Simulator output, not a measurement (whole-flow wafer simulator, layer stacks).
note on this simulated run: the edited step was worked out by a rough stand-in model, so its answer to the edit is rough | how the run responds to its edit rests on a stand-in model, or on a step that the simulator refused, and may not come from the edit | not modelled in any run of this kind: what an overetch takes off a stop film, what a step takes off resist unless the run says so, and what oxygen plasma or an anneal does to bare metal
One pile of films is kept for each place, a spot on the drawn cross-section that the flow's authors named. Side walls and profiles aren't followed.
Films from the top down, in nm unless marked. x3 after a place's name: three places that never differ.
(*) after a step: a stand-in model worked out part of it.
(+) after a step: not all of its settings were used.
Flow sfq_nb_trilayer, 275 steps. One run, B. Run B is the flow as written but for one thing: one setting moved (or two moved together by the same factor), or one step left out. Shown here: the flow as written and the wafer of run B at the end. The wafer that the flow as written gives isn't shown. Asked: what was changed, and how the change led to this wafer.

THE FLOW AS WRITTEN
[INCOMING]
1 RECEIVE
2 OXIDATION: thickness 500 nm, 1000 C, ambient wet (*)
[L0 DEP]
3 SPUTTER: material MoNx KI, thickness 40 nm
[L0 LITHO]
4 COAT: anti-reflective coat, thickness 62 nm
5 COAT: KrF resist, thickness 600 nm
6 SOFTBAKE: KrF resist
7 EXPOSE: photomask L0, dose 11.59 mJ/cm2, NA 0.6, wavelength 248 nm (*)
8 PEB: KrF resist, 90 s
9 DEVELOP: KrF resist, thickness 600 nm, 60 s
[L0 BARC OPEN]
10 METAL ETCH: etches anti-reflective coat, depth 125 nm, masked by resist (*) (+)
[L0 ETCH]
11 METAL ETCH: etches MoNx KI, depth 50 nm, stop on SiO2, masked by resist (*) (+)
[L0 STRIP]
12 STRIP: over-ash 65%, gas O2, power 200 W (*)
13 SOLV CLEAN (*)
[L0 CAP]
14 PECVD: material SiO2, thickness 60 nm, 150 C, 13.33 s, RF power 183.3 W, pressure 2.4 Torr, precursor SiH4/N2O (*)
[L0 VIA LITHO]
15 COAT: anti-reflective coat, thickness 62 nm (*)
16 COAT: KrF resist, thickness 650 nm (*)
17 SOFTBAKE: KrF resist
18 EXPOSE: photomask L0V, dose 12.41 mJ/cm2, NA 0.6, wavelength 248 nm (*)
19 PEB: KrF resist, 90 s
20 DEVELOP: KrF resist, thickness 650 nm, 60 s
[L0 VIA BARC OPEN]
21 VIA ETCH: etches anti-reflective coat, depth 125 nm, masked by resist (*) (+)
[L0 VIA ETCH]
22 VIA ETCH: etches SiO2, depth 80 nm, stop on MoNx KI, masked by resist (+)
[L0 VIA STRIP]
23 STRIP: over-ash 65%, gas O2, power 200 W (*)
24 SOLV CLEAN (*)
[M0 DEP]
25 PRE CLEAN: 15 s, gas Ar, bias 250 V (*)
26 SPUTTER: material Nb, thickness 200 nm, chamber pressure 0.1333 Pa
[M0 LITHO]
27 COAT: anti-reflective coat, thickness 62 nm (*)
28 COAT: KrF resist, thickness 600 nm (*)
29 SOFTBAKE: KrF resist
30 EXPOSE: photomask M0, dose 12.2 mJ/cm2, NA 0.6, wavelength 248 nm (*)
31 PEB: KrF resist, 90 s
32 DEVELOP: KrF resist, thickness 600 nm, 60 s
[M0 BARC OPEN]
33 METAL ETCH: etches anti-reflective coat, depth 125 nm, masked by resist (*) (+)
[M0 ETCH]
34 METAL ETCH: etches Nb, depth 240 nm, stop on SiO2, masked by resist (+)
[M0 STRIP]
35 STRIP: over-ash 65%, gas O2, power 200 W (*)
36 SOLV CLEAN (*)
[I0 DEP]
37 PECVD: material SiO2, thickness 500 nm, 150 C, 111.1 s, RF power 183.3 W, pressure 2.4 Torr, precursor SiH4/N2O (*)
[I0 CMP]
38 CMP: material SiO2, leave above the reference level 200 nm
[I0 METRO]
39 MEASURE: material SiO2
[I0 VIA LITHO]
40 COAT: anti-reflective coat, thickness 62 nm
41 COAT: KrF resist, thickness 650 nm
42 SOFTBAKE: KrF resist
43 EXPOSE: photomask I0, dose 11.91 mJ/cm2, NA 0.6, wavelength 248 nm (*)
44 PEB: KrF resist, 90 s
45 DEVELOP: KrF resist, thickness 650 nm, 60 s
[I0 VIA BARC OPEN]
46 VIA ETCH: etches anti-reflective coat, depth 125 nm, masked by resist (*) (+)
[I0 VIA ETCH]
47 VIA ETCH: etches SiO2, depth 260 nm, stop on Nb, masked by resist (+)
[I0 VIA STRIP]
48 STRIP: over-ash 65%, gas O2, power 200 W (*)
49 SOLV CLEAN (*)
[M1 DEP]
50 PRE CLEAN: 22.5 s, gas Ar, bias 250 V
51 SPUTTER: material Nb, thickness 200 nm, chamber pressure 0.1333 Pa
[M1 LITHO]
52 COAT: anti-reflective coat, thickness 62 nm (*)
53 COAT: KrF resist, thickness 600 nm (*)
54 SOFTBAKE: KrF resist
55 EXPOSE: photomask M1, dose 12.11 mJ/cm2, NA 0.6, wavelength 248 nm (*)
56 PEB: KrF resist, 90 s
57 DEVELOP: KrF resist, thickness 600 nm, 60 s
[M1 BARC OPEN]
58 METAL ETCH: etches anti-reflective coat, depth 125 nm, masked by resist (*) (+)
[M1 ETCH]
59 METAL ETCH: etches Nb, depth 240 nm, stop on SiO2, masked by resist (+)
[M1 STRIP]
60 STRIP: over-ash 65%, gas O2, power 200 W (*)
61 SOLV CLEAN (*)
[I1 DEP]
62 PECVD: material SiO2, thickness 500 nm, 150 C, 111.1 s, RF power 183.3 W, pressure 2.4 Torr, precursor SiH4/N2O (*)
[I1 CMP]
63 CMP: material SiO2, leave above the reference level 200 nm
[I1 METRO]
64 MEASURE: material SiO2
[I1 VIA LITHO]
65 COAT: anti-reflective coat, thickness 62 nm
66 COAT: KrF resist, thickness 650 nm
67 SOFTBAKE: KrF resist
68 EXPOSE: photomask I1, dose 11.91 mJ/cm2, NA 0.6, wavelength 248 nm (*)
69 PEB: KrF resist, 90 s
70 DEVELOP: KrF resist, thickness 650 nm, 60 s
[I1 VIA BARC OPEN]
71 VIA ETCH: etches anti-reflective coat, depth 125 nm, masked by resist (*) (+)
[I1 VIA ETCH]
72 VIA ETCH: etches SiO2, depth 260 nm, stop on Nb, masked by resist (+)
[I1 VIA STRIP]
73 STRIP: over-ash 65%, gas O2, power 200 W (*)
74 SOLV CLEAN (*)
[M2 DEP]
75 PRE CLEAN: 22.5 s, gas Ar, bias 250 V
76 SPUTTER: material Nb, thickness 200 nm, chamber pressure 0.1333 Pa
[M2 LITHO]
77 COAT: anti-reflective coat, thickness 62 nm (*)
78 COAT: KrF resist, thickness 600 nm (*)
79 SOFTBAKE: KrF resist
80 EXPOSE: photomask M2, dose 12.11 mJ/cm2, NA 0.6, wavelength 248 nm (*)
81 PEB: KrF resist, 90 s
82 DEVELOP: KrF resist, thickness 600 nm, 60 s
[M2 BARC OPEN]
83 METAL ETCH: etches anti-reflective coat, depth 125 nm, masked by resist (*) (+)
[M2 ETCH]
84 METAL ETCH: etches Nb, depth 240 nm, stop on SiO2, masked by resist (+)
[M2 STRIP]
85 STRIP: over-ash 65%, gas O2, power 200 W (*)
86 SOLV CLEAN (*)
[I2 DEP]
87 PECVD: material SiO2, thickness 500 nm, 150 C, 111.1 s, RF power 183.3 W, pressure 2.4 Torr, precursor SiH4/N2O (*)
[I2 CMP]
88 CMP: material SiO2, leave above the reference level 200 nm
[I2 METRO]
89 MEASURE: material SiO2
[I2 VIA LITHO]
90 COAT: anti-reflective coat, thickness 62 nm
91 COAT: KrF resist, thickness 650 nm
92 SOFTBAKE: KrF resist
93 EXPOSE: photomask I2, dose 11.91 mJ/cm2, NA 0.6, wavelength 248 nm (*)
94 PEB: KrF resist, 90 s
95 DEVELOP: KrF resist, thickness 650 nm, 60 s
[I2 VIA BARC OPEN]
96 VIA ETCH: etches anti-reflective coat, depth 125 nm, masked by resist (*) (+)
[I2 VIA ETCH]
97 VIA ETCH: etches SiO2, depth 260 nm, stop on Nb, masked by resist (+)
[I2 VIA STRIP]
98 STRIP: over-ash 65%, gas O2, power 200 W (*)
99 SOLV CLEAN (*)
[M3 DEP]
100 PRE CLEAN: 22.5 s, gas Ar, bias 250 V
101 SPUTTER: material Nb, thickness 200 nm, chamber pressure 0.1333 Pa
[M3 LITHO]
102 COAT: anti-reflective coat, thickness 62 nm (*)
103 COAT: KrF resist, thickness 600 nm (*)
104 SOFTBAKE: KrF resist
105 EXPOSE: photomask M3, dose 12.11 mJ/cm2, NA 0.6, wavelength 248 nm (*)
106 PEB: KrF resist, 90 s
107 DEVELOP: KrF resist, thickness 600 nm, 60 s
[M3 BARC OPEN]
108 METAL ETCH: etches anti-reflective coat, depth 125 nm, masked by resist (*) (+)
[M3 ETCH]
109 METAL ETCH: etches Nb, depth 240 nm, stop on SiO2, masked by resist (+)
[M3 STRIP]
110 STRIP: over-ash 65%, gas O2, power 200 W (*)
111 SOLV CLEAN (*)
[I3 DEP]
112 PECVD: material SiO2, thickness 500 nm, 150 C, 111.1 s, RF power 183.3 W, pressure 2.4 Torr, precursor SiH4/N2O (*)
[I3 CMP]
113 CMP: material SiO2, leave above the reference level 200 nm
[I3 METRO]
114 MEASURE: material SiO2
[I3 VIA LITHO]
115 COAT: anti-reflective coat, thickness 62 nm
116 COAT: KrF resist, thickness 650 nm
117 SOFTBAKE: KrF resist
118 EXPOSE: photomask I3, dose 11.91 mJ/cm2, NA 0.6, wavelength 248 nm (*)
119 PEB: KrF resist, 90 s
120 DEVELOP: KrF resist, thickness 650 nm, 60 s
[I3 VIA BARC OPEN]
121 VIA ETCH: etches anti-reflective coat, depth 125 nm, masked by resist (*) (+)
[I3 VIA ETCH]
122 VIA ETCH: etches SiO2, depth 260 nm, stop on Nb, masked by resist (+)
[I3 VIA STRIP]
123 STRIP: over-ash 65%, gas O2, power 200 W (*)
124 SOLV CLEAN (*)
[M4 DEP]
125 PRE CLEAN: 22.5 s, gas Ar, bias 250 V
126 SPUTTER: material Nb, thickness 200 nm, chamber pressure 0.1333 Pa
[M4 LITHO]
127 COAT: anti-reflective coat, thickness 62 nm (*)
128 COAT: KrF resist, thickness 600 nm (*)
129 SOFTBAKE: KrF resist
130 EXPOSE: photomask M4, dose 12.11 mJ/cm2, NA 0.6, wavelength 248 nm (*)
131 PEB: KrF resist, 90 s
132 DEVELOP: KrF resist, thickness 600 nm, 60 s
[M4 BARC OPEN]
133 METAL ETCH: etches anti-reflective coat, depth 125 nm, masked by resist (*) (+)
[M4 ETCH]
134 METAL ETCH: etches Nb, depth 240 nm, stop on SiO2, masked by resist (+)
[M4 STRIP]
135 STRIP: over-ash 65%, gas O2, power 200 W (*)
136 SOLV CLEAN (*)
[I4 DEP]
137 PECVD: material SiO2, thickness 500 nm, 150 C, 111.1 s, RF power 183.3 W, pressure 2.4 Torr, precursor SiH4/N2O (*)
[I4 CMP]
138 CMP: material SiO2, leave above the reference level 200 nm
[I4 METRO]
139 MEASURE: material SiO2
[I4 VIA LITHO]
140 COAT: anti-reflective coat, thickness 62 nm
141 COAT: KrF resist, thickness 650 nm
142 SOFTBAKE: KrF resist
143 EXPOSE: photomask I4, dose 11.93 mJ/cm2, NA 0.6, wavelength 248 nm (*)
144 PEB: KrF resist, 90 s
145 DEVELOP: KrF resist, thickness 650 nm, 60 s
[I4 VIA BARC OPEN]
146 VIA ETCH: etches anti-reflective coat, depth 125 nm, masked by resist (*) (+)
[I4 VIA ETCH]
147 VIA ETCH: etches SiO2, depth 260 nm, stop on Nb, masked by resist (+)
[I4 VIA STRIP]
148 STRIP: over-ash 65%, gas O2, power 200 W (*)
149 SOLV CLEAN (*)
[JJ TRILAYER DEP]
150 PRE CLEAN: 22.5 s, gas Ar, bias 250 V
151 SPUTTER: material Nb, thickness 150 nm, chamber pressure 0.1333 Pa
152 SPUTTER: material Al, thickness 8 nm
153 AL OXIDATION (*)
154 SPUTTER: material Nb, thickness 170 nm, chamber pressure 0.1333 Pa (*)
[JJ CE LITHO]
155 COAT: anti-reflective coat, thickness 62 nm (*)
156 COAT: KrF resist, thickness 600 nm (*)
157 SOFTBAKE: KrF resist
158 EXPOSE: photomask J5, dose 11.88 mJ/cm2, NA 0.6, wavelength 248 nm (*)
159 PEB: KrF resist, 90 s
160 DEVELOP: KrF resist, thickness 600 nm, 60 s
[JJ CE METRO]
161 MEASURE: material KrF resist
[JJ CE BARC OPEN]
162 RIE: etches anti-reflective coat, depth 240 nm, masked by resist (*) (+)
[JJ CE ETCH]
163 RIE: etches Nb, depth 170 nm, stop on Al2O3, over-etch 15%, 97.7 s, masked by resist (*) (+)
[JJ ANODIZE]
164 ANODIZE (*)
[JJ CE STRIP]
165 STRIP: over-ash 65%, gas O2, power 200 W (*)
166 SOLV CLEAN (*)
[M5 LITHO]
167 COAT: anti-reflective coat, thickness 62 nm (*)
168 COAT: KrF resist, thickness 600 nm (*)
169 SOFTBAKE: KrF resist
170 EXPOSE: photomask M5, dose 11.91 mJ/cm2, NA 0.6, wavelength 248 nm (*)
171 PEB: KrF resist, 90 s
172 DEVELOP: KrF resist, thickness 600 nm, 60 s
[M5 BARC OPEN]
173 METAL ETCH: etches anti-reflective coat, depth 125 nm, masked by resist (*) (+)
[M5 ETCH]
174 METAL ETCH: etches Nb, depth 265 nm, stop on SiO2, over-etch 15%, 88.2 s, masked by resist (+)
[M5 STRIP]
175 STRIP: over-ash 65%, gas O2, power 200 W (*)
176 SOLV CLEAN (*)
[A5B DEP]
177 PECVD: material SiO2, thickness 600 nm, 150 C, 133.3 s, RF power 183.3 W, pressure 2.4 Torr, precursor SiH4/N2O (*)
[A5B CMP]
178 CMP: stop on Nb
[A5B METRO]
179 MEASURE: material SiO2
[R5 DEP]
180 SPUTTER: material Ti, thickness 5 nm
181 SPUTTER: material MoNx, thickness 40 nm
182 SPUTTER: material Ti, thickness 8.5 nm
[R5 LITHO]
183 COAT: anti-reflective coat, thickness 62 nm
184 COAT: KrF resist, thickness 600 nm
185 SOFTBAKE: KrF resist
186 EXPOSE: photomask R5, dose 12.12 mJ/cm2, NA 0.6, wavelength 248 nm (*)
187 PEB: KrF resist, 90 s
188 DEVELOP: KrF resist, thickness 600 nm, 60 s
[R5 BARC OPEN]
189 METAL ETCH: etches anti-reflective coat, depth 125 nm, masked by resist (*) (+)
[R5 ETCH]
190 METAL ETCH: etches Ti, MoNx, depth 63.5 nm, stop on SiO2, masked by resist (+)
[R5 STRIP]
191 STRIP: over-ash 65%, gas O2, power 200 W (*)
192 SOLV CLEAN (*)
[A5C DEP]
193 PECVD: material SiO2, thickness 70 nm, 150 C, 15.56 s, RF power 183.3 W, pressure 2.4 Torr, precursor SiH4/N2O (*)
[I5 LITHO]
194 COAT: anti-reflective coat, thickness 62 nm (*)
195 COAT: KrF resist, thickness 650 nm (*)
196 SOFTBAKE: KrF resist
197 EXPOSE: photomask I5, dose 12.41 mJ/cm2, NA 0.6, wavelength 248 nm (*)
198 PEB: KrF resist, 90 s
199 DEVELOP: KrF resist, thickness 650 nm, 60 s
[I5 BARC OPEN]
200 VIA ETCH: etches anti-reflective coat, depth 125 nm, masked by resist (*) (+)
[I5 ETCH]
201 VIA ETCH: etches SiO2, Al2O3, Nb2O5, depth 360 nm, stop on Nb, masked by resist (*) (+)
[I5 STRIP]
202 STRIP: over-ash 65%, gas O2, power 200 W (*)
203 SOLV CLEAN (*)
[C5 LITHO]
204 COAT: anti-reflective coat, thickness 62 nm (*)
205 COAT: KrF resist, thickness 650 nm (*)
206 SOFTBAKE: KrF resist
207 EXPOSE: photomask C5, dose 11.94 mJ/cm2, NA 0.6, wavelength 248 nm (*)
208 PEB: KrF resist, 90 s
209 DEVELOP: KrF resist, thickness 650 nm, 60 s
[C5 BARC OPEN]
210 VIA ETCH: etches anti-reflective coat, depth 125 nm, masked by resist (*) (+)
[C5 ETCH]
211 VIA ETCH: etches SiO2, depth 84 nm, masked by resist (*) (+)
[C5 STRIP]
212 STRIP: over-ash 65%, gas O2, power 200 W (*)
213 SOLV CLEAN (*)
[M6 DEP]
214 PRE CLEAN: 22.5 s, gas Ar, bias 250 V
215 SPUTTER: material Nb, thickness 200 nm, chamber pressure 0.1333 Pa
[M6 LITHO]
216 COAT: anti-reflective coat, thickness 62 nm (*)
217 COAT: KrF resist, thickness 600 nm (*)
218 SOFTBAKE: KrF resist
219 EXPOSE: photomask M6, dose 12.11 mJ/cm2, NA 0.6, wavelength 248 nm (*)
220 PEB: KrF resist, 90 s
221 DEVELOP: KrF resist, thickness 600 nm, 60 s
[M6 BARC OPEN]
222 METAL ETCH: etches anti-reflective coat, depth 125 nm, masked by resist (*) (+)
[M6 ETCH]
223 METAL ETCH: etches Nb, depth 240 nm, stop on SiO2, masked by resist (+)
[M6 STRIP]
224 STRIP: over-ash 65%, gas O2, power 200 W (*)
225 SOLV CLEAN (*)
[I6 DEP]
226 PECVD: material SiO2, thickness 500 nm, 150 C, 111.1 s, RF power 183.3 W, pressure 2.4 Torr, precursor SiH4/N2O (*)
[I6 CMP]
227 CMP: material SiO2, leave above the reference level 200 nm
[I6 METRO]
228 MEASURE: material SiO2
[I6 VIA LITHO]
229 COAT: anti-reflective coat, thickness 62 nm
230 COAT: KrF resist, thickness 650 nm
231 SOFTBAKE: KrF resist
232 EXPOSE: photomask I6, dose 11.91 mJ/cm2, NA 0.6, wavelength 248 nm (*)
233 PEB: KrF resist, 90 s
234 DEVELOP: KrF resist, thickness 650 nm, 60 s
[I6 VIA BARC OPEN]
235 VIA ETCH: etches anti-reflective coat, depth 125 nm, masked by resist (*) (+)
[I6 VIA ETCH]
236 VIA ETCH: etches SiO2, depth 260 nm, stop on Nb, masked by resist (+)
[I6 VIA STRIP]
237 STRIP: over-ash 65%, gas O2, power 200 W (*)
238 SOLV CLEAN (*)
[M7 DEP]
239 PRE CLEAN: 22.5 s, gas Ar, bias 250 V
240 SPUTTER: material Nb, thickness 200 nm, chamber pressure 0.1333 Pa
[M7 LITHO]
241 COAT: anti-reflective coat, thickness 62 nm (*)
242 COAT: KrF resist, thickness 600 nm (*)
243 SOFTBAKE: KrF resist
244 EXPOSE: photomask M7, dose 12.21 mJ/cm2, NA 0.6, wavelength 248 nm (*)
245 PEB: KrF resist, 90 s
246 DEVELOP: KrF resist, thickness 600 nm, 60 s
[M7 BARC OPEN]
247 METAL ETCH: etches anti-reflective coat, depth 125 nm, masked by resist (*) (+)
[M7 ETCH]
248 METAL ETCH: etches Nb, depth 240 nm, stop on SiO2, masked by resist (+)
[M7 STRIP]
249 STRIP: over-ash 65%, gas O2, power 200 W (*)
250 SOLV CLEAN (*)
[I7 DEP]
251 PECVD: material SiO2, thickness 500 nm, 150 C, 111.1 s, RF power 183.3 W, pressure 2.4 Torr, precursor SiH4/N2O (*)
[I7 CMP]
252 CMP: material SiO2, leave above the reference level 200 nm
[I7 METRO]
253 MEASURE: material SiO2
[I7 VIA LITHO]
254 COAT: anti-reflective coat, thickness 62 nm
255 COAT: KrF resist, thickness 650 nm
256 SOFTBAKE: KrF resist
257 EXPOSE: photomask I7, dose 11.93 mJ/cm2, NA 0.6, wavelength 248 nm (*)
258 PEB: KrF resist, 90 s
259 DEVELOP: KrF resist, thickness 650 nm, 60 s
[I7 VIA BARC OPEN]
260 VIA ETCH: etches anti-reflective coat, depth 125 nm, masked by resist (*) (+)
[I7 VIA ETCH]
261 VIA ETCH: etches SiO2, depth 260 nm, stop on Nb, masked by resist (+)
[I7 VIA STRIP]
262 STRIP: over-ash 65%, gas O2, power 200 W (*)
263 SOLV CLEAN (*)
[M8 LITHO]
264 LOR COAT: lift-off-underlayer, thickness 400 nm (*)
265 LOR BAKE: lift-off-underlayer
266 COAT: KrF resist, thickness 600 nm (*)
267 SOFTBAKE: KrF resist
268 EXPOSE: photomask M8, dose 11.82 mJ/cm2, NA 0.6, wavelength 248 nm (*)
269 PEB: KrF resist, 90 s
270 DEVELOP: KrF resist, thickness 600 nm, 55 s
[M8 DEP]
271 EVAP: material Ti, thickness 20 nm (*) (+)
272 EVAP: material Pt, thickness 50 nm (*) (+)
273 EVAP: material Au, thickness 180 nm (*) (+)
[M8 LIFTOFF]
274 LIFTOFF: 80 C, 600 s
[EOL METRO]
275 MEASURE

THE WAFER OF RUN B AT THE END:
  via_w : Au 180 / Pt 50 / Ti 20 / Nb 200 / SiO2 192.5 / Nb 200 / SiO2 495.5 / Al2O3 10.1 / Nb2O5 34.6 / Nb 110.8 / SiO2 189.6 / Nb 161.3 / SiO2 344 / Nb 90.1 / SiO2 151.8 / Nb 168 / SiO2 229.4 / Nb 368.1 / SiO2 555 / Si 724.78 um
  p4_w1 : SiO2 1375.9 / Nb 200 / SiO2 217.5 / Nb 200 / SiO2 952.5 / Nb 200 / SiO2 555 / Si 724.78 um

The cause: step 62, PECVD: thickness 275 nm was run, where the flow has thickness 500 nm; step 62, PECVD: 61.11 s was run, where the flow has 111.1 s.

How the change led to this, step by step:
  62 PECVD: material SiO2, thickness 500 nm, 150 C, 111.1 s, RF power 183.3 W, pressure 2.4 Torr, precursor SiH4/N2O (*)
      field_l, be, be_sur and 72 more: SiO2 +275 (as written it would be: SiO2 +500)
      v_sur, via_wl, via_wr and 20 more: SiO2 +275 (new film) (as written it would be: SiO2 +500 (new film))
      (and at 8 more places)
  63 CMP: material SiO2, leave above the reference level 200 nm
      field_l, be, be_sur and 72 more: nothing (as written it would be: SiO2 -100)
      lsp_m, ln_m6, lsp_r, l0_sur, l0v: nothing (as written it would be: SiO2 -94.9)
      (and at 26 more places)
  65 COAT: anti-reflective coat, thickness 62 nm
      sp_r, p3_l2, p3_s2, p3_s5, p3_l6: anti-reflective coat +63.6 (new film) (as written it would be: anti-reflective coat +62 (new film))
      be_r, r_sur, res, p3_l3, p3_l5: anti-reflective coat +63.5 (new film) (as written it would be: anti-reflective coat +62 (new film))
      (and at 77 more places)
  66 COAT: KrF resist, thickness 650 nm
      field_r, m0r_space_l, m6r_space_l, m7r_space_l: KrF resist +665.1 (new film) (as written it would be: KrF resist +650 (new film))
      m0r_line_l, m6r_line_l, m7r_line_l: KrF resist +674.9 (new film) (as written it would be: KrF resist +650 (new film))
      (and at 52 more places)
  70 DEVELOP: KrF resist, thickness 650 nm, 60 s
      via_v: KrF resist -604 (all of it) (as written it would be: KrF resist -648.6 (all of it))
  71 VIA ETCH: etches anti-reflective coat, depth 125 nm, masked by resist (*) (+)
      field_l, v_sur, via_wl and 102 more: KrF resist -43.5 (as written it would be: KrF resist -51.7)
      via_v: anti-reflective coat -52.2 (all of it), SiO2 -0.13 (as written it would be: anti-reflective coat -62 (all of it), SiO2 -0.16)
  73 STRIP: over-ash 65%, gas O2, power 200 W (*)
      m0r_line_l, m6r_line_l, m7r_line_l: KrF resist -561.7 (all of it), anti-reflective coat -62.9 (all of it) (as written it would be: KrF resist -528.6 (all of it), anti-reflective coat -62 (all of it))
      m0r_space_l, m6r_space_l, m7r_space_l: KrF resist -551.9 (all of it), anti-reflective coat -78.4 (all of it) (as written it would be: KrF resist -528.6 (all of it), anti-reflective coat -62 (all of it))
      (and at 94 more places)
  76 SPUTTER: material Nb, thickness 200 nm, chamber pressure 0.1333 Pa
      be, lsp_l: Nb +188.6 (new film) (as written it would be: Nb +200 (new film))
      via_w: Nb +168 (new film) (as written it would be: Nb +200 (new film))
  77 COAT: anti-reflective coat, thickness 62 nm (*)
      p3_s2, p3_l3, p3_l5 and 6 more: anti-reflective coat +63.4 (new film) (as written it would be: anti-reflective coat +62 (new film))
      m0r_space_l, m0r_space_r, m6r_space_l, m6r_space_r, m7r_space_l, m7r_space_r: anti-reflective coat +75.4 (new film) (as written it would be: anti-reflective coat +62 (new film))
      (and at 81 more places)
  78 COAT: KrF resist, thickness 600 nm (*)
      m0r_line_l, m0r_line_r, m6r_line_l, m6r_line_r, m7r_line_l, m7r_line_r: KrF resist +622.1 (new film) (as written it would be: KrF resist +600 (new film))
      m0r_space_l, m0r_space_r, m6r_space_l, m6r_space_r, m7r_space_l, m7r_space_r: KrF resist +616 (new film) (as written it would be: KrF resist +600 (new film))
      (and at 49 more places)
  82 DEVELOP: KrF resist, thickness 600 nm, 60 s
      m0r_line_l, m0r_line_r, m6r_line_l, m6r_line_r, m7r_line_l, m7r_line_r: KrF resist -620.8 (all of it) (as written it would be: KrF resist -598.7 (all of it))
      m0r_space_l, m0r_space_r, m6r_space_l, m6r_space_r, m7r_space_l, m7r_space_r: KrF resist -614.7 (all of it) (as written it would be: KrF resist -598.7 (all of it))
      (and at 32 more places)
  83 METAL ETCH: etches anti-reflective coat, depth 125 nm, masked by resist (*) (+)
      r5r_spacepad_l, r5r_spacepad_r: anti-reflective coat -125 (as written it would be: anti-reflective coat -62 (all of it))
      v_sur, via_wl, via_w and 19 more: KrF resist -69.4 (as written it would be: KrF resist -51.7)
      (and at 72 more places)
  84 METAL ETCH: etches Nb, depth 240 nm, stop on SiO2, masked by resist (+)
      r5r_spacepad_l, r5r_spacepad_r: anti-reflective coat -0.91 (all of it), Nb -200 (all of it) (as written it would be: Nb -200 (all of it))
      be, lsp_l: Nb -188.6 (all of it) (as written it would be: Nb -200 (all of it))
  85 STRIP: over-ash 65%, gas O2, power 200 W (*)
      v_sur: KrF resist -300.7 (all of it), anti-reflective coat -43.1 (all of it) (as written it would be: KrF resist -380 (all of it), anti-reflective coat -61.4 (all of it))
      via_wl: KrF resist -306.9 (all of it), anti-reflective coat -39 (all of it) (as written it would be: KrF resist -379.5 (all of it), anti-reflective coat -61.3 (all of it))
      (and at 20 more places)
  87 PECVD: material SiO2, thickness 500 nm, 150 C, 111.1 s, RF power 183.3 W, pressure 2.4 Torr, precursor SiH4/N2O (*)
      via_w: SiO2 +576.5 (new film) (as written it would be: SiO2 +500 (new film))
  88 CMP: material SiO2, leave above the reference level 200 nm
      field_l, be, be_sur and 79 more: nothing (as written it would be: SiO2 -100)
      via_w: SiO2 -157.1 (as written it would be: SiO2 -300)
  ... 38 more steps ...
  178 CMP: stop on Nb
      via_w: SiO2 -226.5 (as written it would be: SiO2 -235.2)
Counting metal films that touch as one body, via_w has 7 bodies (between them, from the top down: SiO2 192.5; SiO2 495.5 / Al2O3 10.1 / Nb2O5 34.6; SiO2 189.6; SiO2 344; SiO2 151.8; SiO2 229.4); the flow as written gives 5 bodies (between them, from the top down: SiO2 192.5; SiO2 427.3 / Al2O3 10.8 / Nb2O5 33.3; SiO2 425.9; SiO2 416.9).
